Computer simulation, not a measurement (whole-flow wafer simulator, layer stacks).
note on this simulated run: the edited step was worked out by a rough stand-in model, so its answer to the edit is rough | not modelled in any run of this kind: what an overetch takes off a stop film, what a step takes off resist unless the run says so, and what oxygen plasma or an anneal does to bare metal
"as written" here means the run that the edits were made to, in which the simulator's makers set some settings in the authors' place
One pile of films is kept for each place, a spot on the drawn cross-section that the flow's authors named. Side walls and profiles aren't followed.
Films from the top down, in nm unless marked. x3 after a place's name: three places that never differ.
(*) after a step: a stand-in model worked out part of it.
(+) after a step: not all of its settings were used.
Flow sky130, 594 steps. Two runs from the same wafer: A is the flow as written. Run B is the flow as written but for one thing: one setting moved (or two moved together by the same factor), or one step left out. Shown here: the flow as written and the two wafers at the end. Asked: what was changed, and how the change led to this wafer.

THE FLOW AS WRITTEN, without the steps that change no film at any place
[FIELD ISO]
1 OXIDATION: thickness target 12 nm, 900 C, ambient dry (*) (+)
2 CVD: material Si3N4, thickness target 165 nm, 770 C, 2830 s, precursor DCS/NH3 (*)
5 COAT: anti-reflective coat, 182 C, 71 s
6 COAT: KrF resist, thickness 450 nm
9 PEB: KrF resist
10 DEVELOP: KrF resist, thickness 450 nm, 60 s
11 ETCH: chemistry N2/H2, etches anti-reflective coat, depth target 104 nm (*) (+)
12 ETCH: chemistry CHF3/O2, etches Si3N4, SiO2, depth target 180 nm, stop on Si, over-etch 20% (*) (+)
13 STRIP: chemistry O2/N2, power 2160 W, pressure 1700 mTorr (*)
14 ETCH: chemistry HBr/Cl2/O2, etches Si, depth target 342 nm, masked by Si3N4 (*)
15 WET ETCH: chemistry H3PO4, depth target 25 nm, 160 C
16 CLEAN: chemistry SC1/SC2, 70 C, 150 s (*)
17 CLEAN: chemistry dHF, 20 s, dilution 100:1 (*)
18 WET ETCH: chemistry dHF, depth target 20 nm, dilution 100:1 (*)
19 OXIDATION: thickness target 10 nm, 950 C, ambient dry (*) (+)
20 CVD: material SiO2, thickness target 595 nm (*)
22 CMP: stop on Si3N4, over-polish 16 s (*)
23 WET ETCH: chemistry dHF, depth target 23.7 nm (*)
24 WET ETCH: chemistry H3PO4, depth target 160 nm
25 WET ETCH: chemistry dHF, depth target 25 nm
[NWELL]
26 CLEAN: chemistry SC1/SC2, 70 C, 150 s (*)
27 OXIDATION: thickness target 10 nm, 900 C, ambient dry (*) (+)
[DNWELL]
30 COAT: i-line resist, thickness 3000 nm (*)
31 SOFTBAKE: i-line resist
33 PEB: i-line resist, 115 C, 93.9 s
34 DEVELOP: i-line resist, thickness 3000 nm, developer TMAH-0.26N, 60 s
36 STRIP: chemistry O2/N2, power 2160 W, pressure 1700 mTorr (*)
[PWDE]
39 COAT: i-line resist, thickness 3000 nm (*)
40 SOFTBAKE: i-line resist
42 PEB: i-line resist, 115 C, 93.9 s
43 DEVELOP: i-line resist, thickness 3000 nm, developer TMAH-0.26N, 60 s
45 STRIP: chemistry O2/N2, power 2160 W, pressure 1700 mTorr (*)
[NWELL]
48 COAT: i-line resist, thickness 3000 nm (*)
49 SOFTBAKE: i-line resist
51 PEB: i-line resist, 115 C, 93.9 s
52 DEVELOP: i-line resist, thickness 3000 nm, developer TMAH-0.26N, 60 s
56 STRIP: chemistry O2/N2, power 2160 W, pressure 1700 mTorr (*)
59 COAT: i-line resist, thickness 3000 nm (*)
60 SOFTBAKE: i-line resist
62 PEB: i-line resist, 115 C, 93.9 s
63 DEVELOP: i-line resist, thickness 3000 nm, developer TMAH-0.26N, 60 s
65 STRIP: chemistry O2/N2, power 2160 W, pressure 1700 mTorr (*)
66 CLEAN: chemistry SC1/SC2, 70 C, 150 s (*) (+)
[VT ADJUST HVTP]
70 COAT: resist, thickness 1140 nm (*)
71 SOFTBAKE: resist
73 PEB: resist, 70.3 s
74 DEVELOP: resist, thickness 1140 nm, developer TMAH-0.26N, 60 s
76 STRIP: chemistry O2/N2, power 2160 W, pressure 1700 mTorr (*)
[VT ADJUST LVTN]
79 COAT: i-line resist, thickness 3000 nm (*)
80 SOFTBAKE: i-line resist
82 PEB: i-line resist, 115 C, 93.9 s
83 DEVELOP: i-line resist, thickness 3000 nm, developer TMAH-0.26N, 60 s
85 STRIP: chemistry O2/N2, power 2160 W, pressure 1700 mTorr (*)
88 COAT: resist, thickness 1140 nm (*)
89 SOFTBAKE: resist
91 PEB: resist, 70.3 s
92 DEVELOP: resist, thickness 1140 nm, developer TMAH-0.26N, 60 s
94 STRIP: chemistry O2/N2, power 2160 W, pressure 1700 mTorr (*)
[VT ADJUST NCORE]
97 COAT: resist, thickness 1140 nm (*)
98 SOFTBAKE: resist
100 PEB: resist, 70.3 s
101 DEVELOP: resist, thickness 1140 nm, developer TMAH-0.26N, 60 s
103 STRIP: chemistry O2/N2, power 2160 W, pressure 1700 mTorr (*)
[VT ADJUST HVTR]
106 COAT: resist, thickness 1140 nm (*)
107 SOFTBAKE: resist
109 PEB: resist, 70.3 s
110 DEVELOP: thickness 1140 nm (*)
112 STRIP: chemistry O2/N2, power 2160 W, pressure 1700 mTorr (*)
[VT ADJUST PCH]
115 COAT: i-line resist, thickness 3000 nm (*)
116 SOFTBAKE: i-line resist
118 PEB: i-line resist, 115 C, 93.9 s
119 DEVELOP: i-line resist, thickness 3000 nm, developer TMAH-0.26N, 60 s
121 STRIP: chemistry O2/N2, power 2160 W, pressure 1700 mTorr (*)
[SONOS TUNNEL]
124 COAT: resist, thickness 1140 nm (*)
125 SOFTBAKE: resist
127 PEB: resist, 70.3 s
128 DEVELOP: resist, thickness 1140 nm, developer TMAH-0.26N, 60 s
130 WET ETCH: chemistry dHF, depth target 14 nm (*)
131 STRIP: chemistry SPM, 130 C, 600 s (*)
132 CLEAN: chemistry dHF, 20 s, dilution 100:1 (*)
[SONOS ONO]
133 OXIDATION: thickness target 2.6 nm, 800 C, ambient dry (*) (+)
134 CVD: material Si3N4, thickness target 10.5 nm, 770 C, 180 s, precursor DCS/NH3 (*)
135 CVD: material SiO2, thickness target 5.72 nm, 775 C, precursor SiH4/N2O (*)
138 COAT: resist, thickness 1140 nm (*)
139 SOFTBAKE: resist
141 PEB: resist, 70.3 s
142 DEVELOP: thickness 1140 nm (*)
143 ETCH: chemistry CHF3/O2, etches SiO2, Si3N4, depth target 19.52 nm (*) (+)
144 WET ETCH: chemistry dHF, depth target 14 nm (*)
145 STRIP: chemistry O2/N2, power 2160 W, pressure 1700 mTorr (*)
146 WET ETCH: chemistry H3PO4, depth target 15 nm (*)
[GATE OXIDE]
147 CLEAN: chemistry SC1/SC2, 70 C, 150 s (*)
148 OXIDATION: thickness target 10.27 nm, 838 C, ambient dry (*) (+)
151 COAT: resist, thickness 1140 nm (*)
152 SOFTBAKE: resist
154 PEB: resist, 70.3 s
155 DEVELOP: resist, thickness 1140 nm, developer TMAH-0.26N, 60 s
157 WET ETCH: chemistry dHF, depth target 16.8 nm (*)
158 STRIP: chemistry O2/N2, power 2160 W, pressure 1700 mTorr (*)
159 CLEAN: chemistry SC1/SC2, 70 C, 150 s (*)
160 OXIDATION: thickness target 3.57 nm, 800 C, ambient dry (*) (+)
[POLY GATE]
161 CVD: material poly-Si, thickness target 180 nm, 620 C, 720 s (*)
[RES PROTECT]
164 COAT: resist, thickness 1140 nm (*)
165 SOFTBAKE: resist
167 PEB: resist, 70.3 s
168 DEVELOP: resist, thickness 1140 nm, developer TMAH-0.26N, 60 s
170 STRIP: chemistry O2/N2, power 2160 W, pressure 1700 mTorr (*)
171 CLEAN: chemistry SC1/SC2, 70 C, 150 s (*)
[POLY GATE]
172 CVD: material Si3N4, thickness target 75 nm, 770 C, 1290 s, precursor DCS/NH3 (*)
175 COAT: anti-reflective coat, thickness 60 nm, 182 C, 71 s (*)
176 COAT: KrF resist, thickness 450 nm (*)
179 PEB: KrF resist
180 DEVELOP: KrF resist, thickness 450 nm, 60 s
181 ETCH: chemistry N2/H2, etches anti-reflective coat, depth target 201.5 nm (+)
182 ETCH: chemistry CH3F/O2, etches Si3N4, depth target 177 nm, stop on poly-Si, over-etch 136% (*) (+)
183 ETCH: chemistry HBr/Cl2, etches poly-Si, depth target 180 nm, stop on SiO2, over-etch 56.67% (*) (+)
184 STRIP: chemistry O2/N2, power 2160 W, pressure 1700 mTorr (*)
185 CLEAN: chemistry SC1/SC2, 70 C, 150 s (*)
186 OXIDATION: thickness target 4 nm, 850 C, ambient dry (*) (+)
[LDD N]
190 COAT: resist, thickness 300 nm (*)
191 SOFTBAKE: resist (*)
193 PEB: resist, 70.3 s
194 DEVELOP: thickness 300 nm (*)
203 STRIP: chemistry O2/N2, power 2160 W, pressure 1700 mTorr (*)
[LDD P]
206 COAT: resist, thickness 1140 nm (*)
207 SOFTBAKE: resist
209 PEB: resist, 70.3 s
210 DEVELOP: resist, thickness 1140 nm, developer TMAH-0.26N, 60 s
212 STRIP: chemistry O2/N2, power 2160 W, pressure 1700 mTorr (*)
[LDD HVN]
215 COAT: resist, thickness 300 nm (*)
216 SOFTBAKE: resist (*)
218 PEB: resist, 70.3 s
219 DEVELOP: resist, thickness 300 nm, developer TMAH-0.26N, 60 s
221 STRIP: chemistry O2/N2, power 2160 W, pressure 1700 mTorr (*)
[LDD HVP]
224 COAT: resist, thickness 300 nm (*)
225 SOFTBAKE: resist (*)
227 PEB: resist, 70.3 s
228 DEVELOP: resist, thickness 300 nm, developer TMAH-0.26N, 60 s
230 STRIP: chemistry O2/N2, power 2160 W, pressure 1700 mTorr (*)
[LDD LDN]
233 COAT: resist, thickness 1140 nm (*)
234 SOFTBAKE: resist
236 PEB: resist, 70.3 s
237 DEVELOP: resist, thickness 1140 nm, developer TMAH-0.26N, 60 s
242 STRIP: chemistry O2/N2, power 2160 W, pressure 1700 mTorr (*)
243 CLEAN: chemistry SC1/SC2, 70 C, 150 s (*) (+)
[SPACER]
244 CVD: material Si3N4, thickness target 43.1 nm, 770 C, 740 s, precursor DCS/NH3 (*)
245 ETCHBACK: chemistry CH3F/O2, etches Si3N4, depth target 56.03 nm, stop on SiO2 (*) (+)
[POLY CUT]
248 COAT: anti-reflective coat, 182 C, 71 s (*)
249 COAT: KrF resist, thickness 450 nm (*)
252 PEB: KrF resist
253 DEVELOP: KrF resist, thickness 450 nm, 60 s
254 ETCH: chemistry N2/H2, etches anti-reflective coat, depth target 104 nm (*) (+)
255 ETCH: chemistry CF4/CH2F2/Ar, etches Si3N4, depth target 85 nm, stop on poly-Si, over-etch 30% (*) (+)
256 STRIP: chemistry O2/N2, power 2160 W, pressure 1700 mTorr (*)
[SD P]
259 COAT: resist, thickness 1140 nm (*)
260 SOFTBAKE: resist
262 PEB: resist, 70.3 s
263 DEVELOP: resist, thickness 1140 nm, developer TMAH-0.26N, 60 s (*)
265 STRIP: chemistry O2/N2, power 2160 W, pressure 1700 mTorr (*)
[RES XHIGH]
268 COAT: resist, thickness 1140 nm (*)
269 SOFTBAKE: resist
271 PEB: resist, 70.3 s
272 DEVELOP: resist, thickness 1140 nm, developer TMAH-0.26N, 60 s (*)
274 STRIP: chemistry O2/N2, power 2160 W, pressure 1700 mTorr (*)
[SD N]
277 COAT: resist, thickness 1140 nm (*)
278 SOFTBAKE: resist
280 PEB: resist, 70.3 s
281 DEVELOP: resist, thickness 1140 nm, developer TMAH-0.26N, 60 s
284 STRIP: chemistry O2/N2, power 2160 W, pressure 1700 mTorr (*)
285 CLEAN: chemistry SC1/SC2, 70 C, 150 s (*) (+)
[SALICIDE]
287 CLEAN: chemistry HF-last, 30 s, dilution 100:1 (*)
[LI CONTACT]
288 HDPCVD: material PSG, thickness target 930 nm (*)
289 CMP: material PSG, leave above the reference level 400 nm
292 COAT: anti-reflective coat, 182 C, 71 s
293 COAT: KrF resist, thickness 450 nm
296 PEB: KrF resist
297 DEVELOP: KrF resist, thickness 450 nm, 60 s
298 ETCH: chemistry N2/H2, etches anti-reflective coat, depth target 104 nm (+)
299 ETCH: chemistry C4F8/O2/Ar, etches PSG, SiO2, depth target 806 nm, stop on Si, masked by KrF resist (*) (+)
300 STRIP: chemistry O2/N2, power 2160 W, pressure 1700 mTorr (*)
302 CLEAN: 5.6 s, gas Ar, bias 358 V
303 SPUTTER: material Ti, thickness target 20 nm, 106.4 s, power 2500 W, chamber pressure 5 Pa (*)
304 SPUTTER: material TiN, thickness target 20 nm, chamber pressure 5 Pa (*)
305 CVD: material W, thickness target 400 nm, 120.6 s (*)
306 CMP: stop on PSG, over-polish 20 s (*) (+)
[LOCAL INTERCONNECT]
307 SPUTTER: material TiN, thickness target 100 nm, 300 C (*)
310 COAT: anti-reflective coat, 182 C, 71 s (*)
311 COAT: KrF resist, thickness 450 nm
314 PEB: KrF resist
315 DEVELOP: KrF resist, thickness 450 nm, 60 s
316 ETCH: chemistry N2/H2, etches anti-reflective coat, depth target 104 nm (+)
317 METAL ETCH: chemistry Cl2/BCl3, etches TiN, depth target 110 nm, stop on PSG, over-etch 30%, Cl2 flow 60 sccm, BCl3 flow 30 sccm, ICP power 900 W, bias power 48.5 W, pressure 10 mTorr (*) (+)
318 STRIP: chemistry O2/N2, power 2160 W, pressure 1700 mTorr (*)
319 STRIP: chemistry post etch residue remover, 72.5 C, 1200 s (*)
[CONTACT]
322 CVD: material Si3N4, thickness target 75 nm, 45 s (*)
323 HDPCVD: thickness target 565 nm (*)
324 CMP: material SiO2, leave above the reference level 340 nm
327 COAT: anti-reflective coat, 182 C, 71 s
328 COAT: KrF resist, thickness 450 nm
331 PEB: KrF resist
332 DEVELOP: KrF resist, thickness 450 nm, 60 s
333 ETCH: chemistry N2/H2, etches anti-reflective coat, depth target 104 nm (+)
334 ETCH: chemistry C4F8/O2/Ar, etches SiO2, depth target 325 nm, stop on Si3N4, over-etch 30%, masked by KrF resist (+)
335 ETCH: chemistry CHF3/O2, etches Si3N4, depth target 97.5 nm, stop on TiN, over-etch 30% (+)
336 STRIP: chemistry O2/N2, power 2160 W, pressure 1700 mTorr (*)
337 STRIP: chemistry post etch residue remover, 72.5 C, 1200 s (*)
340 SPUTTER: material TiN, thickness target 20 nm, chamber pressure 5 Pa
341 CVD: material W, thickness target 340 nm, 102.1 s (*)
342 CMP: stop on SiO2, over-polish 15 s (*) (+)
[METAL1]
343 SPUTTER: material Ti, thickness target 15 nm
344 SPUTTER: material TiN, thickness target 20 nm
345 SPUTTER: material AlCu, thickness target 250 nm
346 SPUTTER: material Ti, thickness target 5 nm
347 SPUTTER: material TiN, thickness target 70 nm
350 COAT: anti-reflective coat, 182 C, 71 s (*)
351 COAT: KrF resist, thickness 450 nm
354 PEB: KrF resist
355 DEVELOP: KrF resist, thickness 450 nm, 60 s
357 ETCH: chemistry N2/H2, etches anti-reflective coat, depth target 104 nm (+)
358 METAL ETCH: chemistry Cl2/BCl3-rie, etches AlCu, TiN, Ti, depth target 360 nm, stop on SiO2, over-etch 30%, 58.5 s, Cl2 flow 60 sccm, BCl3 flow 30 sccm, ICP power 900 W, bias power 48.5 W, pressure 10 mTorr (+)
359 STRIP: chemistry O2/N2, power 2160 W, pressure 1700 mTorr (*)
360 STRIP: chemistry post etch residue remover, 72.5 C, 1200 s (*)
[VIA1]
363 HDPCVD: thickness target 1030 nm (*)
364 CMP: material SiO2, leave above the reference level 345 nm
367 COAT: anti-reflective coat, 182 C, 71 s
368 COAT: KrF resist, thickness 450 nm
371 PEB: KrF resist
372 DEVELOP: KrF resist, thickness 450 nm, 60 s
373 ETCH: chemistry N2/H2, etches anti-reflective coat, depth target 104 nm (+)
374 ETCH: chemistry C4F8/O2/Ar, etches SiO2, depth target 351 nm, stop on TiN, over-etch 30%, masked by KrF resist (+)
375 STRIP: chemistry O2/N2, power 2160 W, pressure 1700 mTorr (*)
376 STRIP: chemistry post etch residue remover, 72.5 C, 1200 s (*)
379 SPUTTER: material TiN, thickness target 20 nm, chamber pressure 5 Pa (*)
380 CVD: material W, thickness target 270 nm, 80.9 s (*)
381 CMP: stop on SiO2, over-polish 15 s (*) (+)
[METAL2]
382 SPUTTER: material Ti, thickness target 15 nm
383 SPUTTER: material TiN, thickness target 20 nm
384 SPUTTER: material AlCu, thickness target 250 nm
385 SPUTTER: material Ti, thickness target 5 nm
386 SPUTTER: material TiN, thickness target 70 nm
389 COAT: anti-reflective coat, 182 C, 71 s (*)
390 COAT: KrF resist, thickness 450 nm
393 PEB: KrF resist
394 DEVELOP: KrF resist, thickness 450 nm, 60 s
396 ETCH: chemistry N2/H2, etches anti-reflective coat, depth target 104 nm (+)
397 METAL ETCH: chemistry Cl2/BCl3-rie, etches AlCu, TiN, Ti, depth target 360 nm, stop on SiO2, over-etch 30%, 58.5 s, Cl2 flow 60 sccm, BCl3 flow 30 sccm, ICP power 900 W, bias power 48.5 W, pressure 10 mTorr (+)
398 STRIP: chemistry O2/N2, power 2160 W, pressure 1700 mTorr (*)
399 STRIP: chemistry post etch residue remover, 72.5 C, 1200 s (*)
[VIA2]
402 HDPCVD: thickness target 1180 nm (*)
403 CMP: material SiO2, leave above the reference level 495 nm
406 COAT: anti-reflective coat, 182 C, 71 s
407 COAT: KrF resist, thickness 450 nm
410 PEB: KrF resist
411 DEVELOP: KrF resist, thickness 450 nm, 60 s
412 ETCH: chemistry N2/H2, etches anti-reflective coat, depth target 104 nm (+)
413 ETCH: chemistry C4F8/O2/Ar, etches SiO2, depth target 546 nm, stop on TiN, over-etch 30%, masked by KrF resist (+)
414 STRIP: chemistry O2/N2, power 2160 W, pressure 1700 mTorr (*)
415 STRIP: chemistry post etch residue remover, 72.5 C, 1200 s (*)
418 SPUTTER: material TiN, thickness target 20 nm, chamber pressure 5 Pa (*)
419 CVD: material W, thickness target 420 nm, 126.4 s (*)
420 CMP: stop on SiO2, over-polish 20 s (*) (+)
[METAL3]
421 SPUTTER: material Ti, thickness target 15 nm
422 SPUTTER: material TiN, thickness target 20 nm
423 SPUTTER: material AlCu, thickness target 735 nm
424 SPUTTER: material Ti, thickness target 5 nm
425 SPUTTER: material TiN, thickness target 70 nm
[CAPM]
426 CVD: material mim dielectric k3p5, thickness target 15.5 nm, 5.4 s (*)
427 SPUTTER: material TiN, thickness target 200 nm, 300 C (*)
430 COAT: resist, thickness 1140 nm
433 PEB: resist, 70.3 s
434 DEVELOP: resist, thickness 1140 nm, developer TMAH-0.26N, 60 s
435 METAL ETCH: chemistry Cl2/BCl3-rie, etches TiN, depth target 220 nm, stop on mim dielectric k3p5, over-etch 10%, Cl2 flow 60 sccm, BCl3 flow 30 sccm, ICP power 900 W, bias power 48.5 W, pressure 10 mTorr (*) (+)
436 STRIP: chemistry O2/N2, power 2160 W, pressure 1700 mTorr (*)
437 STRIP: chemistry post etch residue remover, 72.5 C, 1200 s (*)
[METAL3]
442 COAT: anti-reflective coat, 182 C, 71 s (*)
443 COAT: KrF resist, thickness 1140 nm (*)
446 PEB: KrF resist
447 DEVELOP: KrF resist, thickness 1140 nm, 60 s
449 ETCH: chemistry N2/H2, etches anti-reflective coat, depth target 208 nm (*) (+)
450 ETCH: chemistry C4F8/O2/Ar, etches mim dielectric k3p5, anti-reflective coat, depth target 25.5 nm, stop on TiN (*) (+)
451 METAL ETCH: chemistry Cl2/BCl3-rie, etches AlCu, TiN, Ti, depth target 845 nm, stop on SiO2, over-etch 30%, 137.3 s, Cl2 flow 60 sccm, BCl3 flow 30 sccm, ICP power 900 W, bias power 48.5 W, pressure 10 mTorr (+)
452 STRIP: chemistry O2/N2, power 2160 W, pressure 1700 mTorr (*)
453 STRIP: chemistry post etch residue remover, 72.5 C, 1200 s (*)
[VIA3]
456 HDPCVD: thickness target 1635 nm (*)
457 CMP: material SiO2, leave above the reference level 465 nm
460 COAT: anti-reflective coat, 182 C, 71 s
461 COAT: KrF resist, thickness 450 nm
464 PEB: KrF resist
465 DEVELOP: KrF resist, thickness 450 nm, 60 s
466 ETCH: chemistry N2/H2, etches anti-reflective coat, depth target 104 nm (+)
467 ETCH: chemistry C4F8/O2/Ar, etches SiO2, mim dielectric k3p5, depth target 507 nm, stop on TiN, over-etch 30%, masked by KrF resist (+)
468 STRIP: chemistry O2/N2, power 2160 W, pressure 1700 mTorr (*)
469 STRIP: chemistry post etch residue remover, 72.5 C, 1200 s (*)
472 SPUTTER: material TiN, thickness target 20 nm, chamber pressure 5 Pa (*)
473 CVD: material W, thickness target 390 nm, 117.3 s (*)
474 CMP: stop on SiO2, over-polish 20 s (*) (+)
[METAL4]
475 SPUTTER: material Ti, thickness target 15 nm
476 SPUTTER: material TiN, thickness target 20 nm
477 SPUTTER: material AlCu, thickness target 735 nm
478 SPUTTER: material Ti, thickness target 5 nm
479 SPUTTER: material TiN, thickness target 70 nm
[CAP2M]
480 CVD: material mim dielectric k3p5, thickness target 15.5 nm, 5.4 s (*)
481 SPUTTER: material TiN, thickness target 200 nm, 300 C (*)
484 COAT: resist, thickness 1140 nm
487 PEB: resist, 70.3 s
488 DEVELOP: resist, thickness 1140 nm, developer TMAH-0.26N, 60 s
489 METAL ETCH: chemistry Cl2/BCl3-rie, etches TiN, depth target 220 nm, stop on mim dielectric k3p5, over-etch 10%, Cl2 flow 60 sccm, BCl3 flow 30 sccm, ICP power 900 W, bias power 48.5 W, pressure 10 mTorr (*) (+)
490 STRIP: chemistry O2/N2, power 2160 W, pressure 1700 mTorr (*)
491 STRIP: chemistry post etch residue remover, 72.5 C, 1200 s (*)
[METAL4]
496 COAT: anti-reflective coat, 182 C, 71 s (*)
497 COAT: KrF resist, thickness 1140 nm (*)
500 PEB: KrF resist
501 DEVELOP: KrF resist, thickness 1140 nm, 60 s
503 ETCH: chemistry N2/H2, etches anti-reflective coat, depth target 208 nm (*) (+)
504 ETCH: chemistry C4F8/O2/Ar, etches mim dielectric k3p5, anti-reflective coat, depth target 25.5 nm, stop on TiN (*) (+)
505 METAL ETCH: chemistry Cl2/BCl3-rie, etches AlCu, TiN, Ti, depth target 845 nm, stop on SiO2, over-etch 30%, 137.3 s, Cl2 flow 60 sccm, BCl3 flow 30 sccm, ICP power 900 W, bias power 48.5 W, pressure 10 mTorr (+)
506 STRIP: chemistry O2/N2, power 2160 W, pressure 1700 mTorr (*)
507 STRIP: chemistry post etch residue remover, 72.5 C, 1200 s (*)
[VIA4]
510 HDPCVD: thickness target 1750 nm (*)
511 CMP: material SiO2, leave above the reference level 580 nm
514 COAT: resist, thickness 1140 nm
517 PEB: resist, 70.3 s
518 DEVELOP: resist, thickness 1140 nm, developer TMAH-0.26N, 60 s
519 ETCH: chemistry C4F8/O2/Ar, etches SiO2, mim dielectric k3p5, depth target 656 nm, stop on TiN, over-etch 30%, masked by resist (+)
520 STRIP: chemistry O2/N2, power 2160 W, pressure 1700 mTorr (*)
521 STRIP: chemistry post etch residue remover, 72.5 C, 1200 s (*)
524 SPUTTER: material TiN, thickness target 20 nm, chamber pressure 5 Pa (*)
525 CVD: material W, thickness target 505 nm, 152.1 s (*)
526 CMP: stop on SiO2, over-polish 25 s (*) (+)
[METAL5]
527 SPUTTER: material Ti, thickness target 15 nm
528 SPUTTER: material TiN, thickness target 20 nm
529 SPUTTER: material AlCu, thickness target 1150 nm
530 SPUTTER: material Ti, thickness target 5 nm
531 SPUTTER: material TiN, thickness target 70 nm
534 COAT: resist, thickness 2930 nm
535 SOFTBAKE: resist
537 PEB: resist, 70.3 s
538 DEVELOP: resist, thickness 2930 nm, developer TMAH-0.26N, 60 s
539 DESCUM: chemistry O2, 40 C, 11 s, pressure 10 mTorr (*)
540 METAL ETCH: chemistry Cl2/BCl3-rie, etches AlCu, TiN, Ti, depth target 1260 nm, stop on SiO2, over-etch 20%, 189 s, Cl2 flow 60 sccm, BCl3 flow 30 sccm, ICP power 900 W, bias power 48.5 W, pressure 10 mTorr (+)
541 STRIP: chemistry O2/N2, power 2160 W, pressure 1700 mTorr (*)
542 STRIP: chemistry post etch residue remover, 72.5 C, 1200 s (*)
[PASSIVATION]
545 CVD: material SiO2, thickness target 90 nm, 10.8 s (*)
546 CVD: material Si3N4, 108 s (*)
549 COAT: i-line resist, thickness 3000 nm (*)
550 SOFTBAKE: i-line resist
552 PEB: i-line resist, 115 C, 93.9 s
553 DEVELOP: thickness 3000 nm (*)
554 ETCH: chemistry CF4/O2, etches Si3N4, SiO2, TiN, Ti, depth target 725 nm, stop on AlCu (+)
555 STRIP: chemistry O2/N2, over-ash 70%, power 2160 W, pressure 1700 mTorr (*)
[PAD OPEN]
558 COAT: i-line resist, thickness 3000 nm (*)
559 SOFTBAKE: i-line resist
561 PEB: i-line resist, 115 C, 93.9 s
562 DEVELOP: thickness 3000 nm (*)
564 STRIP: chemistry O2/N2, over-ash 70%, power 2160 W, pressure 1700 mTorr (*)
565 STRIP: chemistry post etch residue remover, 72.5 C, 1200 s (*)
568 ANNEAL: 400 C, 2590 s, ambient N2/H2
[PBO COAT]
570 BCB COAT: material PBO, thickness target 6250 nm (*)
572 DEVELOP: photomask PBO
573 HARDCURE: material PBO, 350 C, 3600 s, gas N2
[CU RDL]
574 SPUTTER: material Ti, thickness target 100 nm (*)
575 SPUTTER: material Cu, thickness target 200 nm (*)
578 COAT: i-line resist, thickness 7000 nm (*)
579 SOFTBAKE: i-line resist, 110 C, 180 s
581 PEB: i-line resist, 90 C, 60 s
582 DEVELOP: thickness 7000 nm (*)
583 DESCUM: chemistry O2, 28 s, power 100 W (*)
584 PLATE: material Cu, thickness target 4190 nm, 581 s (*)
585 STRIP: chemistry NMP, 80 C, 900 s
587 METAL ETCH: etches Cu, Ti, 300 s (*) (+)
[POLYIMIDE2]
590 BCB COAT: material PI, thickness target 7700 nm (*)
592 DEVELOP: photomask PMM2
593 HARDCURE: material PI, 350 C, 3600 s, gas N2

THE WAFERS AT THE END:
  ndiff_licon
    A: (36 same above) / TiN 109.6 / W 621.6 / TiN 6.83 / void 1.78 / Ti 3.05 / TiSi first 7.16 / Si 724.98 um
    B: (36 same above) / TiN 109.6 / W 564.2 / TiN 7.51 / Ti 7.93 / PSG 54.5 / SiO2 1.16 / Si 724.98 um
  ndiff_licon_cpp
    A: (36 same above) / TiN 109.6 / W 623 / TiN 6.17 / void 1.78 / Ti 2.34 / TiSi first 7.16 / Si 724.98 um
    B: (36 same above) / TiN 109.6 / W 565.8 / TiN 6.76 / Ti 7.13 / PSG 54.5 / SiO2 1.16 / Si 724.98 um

The cause: step 299, ETCH: depth target 584 nm was run, where the flow has depth target 806 nm.

How the change led to this, step by step:
  299 ETCH: chemistry C4F8/O2/Ar, etches PSG, SiO2, depth target 806 nm, stop on Si, masked by KrF resist (*) (+)
      contact, ndiff_licon, ndiff_licon_cpp: A PSG -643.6 (all of it), SiO2 -1.16 (all of it) | B PSG -584
      field, active, n_well and 184 more: A KrF resist -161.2 | B KrF resist -116.8
  300 STRIP: chemistry O2/N2, power 2160 W, pressure 1700 mTorr (*)
      contact, ndiff_licon, ndiff_licon_cpp: A chemical SiO2 +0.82 (new film), Si -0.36 | B nothing
      field, active, n_well and 184 more: A KrF resist -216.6 (all of it), anti-reflective coat -80 (all of it) | B KrF resist -261 (all of it), anti-reflective coat -80 (all of it)
  302 CLEAN: 5.6 s, gas Ar, bias 358 V
      contact, ndiff_licon, ndiff_licon_cpp: A chemical SiO2 -0.82 (all of it) | B PSG -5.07
  303 SPUTTER: material Ti, thickness target 20 nm, 106.4 s, power 2500 W, chamber pressure 5 Pa (*)
      ndiff_licon: A Ti +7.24 (new film) | B Ti +7.93 (new film)
      ndiff_licon_cpp: A Ti +6.53 (new film) | B Ti +7.13 (new film)
  304 SPUTTER: material TiN, thickness target 20 nm, chamber pressure 5 Pa (*)
      ndiff_licon: A TiN +6.83 (new film) | B TiN +7.51 (new film)
      ndiff_licon_cpp: A TiN +6.17 (new film) | B TiN +6.76 (new film)
  305 CVD: material W, thickness target 400 nm, 120.6 s (*)
      ndiff_licon: A W +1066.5 (new film) | B W +1009.2 (new film)
      ndiff_licon_cpp: A W +1067.9 (new film) | B W +1010.7 (new film)
  568 ANNEAL: 400 C, 2590 s, ambient N2/H2
      ndiff_licon, ndiff_licon_cpp: A under 37 films: void +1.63 (new film), Ti -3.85, TiSi first +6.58 (new film), Si -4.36 | B nothing
Counting metal films that touch as one body, ndiff_licon has 5 bodies (between them, from the top down: SiO2 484 / mim dielectric k3p5 15.5; SiO2 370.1 / mim dielectric k3p5 15.5; SiO2 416; SiO2 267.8); the flow as written gives 6 bodies (between them, from the top down: SiO2 484 / mim dielectric k3p5 15.5; SiO2 370.1 / mim dielectric k3p5 15.5; SiO2 416; SiO2 267.8; void 1.78).
Counting metal films that touch as one body, ndiff_licon_cpp has 5 bodies (between them, from the top down: SiO2 484 / mim dielectric k3p5 15.5; SiO2 370.1 / mim dielectric k3p5 15.5; SiO2 416; SiO2 267.8); the flow as written gives 6 bodies (between them, from the top down: SiO2 484 / mim dielectric k3p5 15.5; SiO2 370.1 / mim dielectric k3p5 15.5; SiO2 416; SiO2 267.8; void 1.78).
